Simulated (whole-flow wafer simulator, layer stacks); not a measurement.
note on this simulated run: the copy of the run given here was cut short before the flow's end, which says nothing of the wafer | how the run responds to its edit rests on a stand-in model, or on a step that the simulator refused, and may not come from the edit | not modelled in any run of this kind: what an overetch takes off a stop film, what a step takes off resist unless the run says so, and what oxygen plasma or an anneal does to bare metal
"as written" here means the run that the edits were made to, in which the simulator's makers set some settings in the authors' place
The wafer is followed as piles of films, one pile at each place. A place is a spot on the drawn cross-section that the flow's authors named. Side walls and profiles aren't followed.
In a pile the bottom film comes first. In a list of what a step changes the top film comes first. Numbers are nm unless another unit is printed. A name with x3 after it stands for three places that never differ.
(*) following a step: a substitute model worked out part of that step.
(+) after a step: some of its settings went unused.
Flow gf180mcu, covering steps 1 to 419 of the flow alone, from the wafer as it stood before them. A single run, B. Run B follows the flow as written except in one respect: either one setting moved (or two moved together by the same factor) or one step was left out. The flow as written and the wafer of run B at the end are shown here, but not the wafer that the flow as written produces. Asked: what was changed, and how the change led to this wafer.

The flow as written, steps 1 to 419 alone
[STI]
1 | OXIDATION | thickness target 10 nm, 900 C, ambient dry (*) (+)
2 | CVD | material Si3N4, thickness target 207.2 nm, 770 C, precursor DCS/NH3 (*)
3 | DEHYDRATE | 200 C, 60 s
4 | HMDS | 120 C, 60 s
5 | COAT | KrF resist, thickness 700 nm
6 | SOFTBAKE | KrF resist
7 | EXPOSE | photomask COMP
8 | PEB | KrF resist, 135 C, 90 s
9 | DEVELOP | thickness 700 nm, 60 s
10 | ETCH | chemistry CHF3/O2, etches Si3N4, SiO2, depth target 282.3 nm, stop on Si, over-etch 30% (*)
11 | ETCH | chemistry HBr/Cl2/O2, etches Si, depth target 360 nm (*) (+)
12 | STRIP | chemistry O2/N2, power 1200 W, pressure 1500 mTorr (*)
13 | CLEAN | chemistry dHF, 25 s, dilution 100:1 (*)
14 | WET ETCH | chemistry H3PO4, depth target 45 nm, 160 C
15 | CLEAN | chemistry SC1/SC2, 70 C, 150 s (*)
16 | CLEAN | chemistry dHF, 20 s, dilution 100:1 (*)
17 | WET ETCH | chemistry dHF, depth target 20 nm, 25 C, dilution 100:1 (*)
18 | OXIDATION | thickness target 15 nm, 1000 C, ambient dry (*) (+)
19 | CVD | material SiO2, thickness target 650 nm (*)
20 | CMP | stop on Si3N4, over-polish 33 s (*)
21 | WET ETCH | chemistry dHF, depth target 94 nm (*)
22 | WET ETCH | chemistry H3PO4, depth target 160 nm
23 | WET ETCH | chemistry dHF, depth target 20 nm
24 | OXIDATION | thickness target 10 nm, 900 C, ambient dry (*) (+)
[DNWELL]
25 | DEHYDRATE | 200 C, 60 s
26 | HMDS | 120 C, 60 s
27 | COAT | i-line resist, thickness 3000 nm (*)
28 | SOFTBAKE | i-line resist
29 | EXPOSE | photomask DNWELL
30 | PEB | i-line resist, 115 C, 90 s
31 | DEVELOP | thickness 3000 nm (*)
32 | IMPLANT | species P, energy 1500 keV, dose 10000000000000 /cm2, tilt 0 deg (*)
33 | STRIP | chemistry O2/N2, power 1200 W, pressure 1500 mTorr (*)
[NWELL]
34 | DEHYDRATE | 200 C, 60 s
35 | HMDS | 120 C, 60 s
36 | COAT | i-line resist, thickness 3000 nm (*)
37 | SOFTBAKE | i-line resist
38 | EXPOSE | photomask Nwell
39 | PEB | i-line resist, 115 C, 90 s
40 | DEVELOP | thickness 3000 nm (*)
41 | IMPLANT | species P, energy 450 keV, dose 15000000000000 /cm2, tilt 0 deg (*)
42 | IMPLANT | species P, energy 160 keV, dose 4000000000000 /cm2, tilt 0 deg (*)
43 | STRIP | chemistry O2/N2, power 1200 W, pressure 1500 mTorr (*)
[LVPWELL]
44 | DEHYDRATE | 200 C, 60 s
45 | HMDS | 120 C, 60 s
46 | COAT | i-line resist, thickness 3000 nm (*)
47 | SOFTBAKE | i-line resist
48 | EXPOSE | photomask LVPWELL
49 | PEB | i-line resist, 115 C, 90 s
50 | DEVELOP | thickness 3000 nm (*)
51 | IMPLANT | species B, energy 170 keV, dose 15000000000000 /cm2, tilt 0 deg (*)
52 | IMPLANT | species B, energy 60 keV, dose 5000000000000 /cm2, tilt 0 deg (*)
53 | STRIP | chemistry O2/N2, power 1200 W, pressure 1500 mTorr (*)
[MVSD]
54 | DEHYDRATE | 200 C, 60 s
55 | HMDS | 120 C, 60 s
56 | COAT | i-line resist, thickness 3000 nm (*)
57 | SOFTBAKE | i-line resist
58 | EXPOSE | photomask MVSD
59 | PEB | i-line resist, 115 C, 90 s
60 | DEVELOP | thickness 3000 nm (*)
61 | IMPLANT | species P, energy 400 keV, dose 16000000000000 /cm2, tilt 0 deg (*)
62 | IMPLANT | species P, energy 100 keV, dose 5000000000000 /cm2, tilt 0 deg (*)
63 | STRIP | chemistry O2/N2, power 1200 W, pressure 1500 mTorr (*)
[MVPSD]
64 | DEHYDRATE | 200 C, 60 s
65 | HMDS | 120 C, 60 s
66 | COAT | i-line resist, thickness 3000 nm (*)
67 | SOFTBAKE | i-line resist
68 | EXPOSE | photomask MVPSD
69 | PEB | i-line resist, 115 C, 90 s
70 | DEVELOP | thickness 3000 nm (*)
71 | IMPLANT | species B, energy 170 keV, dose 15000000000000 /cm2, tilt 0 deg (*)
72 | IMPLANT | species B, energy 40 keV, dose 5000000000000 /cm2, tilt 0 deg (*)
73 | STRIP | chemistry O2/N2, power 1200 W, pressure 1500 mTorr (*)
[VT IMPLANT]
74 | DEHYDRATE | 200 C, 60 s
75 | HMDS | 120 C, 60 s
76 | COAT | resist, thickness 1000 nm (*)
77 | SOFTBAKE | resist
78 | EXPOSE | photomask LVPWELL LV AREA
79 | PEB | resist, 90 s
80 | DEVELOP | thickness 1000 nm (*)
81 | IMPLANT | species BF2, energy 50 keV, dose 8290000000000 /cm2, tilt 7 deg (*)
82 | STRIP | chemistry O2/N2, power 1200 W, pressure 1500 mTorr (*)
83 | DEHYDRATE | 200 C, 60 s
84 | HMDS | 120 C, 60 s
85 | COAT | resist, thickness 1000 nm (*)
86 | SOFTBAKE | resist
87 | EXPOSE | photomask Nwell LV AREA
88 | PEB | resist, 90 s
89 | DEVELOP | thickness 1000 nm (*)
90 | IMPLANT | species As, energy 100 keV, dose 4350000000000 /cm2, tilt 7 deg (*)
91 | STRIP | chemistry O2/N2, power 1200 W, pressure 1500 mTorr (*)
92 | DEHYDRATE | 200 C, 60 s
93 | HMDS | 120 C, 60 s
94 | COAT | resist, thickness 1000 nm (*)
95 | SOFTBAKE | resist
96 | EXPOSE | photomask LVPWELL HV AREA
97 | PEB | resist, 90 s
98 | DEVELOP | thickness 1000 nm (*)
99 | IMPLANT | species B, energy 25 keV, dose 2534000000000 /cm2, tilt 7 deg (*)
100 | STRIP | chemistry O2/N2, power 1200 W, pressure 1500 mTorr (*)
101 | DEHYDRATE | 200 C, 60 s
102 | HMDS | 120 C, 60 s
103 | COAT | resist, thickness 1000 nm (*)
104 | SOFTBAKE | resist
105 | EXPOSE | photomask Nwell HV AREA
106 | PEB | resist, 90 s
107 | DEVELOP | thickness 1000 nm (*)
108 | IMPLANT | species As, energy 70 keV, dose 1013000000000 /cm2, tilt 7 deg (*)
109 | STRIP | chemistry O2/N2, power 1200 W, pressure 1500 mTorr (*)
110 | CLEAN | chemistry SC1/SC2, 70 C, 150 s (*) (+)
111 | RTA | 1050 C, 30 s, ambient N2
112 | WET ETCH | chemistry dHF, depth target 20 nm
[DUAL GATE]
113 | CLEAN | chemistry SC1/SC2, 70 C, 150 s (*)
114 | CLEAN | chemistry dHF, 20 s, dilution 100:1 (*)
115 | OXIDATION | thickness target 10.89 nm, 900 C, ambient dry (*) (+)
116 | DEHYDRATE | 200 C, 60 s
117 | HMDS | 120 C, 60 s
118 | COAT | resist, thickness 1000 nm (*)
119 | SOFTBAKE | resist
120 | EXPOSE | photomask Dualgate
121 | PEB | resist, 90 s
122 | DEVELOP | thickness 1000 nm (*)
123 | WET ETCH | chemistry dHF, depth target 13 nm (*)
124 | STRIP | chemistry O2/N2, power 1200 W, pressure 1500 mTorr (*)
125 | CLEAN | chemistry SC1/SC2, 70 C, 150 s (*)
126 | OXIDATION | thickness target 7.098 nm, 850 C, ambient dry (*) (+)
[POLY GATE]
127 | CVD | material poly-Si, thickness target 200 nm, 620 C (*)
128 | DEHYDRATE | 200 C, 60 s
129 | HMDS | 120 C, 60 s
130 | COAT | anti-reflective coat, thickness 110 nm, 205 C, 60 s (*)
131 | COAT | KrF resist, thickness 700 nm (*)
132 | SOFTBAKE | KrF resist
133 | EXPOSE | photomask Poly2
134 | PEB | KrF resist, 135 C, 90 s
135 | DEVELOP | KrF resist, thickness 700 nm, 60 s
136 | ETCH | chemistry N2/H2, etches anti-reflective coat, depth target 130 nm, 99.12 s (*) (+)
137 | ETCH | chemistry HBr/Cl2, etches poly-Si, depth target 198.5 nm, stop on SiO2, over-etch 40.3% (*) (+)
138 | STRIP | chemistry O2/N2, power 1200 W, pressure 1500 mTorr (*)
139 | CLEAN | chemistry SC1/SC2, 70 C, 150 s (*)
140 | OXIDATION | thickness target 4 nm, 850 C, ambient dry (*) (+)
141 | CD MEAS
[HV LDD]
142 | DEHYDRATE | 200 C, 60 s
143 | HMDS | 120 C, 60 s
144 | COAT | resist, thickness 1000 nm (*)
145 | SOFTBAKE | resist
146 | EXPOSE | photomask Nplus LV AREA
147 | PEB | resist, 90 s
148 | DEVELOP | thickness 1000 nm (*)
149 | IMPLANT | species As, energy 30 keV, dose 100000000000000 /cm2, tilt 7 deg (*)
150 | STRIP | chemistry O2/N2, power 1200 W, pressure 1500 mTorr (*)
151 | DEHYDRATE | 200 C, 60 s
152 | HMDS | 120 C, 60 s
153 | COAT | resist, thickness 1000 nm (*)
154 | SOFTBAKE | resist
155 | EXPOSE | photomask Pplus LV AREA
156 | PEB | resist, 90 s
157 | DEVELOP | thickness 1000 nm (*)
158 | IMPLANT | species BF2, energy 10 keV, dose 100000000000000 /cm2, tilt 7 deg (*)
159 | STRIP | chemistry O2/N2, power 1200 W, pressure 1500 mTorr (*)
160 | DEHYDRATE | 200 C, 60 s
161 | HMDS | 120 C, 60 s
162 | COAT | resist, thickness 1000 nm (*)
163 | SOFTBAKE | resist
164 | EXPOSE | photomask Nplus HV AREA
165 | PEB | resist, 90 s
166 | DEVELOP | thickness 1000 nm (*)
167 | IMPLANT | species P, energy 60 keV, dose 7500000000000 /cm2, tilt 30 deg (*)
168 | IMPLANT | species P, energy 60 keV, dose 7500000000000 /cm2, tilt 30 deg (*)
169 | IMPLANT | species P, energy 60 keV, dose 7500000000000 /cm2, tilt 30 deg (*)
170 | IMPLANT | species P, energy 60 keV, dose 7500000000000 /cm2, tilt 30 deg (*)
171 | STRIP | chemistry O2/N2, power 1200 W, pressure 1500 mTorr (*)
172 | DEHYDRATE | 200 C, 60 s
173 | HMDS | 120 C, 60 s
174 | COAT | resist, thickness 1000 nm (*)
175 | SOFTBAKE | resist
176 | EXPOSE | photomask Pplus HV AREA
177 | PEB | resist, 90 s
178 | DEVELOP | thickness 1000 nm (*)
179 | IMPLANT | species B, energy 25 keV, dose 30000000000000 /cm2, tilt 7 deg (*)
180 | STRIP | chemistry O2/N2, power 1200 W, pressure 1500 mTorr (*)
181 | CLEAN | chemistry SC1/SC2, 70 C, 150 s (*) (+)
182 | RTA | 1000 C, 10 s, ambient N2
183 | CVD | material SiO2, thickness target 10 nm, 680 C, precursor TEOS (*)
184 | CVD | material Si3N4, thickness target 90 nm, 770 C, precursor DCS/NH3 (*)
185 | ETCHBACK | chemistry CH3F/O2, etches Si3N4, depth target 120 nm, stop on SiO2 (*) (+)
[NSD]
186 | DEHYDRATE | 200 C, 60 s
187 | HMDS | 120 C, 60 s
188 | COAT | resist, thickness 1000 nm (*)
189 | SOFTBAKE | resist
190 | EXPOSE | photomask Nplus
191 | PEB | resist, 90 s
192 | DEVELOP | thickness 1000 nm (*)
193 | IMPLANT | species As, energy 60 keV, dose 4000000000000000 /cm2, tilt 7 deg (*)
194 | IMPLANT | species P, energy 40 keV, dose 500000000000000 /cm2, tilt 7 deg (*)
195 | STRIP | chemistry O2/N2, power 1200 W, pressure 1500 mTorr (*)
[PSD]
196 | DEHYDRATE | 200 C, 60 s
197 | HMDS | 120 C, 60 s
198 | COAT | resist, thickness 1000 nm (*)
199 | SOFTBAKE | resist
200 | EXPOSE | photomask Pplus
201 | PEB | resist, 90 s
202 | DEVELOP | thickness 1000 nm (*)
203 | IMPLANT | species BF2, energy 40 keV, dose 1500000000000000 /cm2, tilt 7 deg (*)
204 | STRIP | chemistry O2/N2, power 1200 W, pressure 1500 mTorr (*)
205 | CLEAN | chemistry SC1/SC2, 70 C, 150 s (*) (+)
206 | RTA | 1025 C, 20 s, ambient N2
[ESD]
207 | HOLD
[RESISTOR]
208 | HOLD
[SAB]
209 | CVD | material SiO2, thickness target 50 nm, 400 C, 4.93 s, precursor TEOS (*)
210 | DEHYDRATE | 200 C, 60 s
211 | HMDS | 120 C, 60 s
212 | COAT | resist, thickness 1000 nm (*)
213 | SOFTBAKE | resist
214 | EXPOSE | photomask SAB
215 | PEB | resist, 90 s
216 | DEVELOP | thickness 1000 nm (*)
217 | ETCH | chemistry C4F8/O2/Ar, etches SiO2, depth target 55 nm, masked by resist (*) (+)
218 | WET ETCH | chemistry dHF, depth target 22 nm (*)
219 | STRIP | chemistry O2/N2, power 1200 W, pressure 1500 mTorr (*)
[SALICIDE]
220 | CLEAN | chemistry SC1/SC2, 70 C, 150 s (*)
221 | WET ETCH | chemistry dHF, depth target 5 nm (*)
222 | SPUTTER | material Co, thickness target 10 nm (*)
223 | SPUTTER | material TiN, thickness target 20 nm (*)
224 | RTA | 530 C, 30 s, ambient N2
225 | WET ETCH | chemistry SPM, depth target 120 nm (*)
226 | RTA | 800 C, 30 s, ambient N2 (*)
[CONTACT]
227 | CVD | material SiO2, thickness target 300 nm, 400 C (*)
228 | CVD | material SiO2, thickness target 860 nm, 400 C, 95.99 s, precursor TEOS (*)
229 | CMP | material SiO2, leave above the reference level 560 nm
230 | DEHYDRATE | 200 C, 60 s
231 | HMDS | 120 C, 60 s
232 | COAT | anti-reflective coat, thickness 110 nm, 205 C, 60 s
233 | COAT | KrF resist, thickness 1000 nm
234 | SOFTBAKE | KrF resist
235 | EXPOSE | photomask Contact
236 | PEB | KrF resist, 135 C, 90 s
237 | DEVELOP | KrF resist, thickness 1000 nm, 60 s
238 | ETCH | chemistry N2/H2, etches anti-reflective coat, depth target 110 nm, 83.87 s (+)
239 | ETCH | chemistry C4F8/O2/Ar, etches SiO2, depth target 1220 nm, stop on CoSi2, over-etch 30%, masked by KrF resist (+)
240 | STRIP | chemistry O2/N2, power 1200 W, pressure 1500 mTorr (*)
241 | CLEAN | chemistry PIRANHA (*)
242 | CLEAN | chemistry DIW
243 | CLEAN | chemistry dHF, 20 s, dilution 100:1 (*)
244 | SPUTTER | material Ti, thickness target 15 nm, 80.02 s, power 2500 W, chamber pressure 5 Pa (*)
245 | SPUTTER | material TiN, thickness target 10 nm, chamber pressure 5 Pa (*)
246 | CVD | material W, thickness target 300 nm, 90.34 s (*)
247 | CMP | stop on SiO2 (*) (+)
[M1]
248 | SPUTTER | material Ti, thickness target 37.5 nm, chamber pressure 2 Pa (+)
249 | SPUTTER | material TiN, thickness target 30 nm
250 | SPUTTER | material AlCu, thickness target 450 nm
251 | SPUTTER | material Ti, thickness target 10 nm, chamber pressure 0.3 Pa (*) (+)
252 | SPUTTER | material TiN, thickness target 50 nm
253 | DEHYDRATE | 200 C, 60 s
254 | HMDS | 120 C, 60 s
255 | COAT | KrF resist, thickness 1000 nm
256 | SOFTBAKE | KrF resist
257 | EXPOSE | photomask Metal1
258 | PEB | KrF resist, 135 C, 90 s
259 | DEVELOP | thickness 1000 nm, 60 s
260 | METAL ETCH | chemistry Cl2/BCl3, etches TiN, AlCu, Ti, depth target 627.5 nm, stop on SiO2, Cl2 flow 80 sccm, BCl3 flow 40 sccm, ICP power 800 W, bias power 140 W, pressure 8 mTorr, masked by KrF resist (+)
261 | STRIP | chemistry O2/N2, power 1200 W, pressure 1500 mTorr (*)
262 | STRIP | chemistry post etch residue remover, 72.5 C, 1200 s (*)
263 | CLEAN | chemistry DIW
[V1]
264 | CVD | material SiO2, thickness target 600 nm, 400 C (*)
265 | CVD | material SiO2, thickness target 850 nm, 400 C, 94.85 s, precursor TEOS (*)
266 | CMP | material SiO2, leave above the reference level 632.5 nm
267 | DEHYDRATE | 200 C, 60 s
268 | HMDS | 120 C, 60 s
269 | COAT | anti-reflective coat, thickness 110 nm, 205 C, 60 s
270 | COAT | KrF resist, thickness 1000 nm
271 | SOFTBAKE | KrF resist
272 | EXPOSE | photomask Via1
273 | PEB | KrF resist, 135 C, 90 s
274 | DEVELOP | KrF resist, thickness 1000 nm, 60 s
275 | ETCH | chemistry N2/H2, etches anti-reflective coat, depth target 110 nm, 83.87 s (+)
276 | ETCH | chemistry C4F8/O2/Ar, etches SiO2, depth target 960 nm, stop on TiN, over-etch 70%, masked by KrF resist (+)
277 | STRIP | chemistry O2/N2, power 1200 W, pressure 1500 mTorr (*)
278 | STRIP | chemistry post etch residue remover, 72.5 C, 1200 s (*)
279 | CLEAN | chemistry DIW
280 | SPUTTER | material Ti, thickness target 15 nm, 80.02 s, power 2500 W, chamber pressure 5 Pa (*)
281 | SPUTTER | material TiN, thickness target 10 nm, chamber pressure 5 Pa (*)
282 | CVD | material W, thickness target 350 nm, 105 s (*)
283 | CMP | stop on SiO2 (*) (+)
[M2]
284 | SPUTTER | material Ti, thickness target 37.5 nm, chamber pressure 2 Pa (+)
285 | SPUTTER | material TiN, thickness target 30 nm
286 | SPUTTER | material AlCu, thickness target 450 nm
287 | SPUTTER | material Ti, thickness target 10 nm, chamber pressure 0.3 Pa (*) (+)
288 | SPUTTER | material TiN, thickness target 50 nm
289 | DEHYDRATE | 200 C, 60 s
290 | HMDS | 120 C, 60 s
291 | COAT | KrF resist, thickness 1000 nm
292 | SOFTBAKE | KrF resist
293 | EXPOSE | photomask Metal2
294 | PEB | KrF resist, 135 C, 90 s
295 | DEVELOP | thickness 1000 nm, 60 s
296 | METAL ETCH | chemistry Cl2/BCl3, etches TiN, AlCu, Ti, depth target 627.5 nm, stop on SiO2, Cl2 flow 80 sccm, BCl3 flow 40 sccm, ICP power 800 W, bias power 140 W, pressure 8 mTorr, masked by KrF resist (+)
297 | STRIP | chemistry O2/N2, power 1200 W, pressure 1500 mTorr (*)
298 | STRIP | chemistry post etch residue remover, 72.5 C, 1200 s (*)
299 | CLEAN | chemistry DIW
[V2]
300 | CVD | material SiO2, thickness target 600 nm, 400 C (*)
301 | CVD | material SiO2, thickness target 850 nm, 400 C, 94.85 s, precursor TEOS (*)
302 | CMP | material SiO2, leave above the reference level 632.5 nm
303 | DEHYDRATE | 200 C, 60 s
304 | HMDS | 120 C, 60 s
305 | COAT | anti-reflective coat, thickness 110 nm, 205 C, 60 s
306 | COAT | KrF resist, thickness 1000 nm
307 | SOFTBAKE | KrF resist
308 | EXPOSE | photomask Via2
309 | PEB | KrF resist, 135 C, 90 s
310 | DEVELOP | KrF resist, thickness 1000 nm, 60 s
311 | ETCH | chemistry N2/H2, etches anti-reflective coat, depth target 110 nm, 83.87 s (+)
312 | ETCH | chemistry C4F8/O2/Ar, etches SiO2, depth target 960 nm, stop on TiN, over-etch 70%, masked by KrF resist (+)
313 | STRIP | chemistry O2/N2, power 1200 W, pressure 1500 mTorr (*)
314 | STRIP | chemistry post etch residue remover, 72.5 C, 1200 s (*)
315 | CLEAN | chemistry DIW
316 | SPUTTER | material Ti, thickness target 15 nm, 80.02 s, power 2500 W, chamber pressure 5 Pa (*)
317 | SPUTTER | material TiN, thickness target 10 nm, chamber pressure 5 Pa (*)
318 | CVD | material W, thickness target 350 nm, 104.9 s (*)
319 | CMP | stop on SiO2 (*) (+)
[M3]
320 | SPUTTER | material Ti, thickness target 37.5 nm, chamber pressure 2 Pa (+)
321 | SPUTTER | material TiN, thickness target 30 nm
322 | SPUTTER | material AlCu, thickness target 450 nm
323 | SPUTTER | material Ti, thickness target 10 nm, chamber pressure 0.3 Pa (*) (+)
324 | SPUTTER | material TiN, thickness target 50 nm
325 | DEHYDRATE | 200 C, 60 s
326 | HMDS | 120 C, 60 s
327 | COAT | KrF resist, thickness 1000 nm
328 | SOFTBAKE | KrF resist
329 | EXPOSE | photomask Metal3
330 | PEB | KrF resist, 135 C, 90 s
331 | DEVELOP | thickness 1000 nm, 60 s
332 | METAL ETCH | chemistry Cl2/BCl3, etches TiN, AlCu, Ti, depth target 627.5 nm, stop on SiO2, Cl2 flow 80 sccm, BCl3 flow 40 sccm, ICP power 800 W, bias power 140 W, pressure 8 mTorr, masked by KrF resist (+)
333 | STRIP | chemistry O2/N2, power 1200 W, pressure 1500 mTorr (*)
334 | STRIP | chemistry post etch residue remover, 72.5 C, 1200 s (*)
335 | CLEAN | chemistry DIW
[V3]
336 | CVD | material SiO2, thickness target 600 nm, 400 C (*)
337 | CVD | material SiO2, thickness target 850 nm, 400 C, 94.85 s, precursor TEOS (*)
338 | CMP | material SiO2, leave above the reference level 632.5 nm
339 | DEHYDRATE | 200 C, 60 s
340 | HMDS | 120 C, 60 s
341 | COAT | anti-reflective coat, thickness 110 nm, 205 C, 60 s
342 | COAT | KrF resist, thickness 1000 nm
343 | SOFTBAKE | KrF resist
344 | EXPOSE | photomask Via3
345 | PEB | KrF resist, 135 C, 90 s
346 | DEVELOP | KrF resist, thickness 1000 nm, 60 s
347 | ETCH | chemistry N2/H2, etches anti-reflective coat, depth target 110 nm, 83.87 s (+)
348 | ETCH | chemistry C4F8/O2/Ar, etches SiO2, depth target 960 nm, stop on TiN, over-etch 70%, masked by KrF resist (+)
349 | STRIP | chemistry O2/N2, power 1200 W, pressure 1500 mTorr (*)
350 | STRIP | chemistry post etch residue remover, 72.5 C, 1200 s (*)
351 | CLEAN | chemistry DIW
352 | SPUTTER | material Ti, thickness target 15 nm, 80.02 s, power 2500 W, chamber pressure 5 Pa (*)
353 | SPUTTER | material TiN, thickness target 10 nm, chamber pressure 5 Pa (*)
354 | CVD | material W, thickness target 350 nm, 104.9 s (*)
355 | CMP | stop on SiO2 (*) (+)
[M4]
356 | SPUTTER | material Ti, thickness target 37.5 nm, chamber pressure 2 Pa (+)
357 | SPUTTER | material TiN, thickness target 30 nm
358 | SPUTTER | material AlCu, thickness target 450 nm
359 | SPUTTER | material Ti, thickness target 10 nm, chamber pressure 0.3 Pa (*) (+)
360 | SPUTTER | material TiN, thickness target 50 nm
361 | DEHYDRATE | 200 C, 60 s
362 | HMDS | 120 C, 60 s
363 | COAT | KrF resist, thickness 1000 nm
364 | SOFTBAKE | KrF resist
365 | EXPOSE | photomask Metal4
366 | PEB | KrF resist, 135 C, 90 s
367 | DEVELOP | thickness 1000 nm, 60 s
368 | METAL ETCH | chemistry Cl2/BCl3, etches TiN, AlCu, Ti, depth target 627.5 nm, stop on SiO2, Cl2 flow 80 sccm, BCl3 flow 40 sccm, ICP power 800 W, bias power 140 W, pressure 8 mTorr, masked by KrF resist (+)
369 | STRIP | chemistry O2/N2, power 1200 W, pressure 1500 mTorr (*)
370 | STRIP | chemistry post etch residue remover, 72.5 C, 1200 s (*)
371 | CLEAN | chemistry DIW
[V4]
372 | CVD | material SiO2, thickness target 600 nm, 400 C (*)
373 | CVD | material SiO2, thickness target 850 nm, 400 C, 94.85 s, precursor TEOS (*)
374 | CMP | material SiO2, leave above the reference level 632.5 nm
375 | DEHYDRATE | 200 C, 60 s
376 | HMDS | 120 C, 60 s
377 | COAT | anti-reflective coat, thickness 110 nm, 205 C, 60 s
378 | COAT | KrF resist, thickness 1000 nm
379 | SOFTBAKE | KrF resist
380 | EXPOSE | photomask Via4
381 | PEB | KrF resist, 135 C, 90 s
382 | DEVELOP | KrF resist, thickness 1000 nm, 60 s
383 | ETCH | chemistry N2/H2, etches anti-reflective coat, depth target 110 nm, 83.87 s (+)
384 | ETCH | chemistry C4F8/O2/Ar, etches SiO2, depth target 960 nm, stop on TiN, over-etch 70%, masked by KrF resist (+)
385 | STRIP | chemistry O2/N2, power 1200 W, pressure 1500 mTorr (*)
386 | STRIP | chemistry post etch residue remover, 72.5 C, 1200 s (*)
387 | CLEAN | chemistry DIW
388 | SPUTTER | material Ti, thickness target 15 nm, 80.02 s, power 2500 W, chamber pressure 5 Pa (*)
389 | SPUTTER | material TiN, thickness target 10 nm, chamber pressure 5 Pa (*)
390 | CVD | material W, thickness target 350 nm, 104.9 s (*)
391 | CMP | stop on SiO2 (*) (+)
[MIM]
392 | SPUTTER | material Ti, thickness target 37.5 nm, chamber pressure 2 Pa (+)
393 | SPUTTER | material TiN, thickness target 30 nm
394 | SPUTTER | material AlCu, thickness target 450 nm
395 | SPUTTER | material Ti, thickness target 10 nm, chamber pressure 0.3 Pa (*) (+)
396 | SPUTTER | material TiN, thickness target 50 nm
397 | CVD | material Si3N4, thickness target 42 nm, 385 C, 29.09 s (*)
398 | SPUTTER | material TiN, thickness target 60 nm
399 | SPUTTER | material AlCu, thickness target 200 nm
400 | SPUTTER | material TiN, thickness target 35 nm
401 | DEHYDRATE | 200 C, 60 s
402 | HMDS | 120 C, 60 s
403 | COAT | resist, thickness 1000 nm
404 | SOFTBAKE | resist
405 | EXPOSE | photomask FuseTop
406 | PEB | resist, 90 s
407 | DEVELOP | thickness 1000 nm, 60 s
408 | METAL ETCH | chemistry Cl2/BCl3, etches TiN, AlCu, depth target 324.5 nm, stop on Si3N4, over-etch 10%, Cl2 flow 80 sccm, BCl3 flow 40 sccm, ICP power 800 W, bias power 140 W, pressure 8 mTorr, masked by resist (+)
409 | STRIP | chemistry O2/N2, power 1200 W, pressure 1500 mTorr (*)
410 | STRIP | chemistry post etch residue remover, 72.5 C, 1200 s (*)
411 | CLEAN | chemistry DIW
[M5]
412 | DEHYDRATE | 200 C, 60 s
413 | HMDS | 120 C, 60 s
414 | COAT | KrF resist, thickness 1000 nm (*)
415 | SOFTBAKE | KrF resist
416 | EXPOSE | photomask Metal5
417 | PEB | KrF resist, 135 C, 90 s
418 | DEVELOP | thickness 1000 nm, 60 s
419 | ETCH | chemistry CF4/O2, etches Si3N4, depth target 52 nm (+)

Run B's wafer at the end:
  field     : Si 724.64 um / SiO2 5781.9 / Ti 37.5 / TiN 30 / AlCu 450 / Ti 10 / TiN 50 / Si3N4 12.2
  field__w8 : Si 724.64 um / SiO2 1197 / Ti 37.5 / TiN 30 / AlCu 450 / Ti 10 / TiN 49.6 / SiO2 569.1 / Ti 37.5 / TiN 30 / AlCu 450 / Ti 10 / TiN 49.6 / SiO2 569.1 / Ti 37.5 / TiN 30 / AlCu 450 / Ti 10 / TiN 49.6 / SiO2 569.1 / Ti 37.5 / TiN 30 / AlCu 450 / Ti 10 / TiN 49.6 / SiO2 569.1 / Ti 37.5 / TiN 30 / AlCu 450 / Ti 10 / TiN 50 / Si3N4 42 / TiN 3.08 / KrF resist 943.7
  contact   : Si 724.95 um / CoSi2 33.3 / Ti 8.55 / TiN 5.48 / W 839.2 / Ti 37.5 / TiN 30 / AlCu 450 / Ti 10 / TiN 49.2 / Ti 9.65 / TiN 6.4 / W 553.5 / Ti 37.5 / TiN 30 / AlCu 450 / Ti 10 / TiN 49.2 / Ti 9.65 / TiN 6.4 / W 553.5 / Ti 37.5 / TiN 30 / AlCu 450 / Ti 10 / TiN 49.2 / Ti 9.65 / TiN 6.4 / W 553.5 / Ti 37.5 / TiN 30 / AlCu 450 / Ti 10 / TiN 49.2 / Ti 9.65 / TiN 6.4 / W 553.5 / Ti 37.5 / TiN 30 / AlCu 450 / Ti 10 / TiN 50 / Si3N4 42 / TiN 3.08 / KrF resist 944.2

Cause: step 398, SPUTTER: thickness target 93 nm was run, while the flow as written has thickness target 60 nm.

How this came from the change, step by step:
  398 | SPUTTER | material TiN, thickness target 60 nm
      field, field__w1, field__w2 and 108 more: TiN gains 93 (new film) (in the flow as written it would be: TiN gains 60 (new film))
  408 | METAL ETCH | chemistry Cl2/BCl3, etches TiN, AlCu, depth target 324.5 nm, stop on Si3N4, over-etch 10%, Cl2 flow 80 sccm, BCl3 flow 40 sccm, ICP power 800 W, bias power 140 W, pressure 8 mTorr, masked by resist (+)
      field, field__w1, field__w2 and 107 more: TiN loses 35 (all of it), AlCu loses 200 (all of it), TiN loses 89.5 (in the flow as written it would be: TiN loses 35 (all of it), AlCu loses 200 (all of it), TiN loses 60 (all of it))
  414 | COAT | KrF resist, thickness 1000 nm (*)
      mim: KrF resist gains 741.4 (new film) (in the flow as written it would be: KrF resist gains 763.7 (new film))
  419 | ETCH | chemistry CF4/O2, etches Si3N4, depth target 52 nm (+)
      field, field__w1, field__w2 and 101 more: TiN loses 3.08 (all of it), Si3N4 loses 29.8 (in the flow as written it would be: Si3N4 loses 41.6 (all of it), TiN loses 1.44)
If metal films that touch count as one body, field__w8 has 6 bodies (between them, from the top down: Si3N4 42; SiO2 569.1; SiO2 569.1; SiO2 569.1; SiO2 569.1); the flow as written gives 5 bodies (between them, from the top down: SiO2 569.1; SiO2 569.1; SiO2 569.1; SiO2 569.1).
If metal films that touch count as one body, contact has 2 bodies (between them, from the top down: Si3N4 42); the flow as written gives 1 body.
